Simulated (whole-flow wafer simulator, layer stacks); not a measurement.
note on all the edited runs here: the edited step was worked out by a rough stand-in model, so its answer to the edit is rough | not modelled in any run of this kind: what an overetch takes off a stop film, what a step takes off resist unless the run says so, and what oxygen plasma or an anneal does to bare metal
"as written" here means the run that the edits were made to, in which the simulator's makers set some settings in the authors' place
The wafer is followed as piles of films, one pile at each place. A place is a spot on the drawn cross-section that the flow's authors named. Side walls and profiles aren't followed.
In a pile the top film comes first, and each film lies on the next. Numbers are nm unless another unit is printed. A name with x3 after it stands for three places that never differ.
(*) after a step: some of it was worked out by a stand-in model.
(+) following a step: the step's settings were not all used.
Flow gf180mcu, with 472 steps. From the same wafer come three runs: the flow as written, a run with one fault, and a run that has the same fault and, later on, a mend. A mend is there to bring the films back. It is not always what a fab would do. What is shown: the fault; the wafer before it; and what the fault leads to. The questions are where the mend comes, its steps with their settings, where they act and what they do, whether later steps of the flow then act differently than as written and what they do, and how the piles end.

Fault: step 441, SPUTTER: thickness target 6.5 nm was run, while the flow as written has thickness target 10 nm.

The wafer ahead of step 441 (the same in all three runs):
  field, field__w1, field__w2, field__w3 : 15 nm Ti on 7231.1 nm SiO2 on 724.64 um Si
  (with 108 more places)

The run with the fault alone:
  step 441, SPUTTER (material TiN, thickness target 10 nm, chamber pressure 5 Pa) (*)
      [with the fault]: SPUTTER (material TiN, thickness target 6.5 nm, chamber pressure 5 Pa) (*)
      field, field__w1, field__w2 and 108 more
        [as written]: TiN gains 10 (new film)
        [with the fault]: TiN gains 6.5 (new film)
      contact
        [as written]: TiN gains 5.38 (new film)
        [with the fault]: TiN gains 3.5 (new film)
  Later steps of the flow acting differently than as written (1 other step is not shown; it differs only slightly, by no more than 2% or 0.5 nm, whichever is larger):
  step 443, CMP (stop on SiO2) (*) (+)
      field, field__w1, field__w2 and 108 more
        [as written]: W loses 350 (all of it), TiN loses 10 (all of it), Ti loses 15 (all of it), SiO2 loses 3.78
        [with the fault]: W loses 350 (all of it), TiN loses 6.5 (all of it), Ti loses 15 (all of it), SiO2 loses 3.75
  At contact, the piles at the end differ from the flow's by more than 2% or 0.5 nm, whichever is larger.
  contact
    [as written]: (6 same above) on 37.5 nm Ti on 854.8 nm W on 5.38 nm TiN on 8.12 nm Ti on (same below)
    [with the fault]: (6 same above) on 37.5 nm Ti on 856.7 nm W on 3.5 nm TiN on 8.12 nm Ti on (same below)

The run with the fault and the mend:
  The mend stands after step 441.
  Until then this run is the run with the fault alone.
  step 441a, SPUTTER (material TiN, thickness target 3.5 nm, chamber pressure 5 Pa) (*) (a further turn of the flow's step 441, with different settings)
      field, field__w1, field__w2 and 108 more
        TiN gains 3.5
      contact
        TiN gains 1.88
  Later steps of the flow that are run all act as written at every place that is followed.
  The piles end the same as the flow's at every place that both follow.
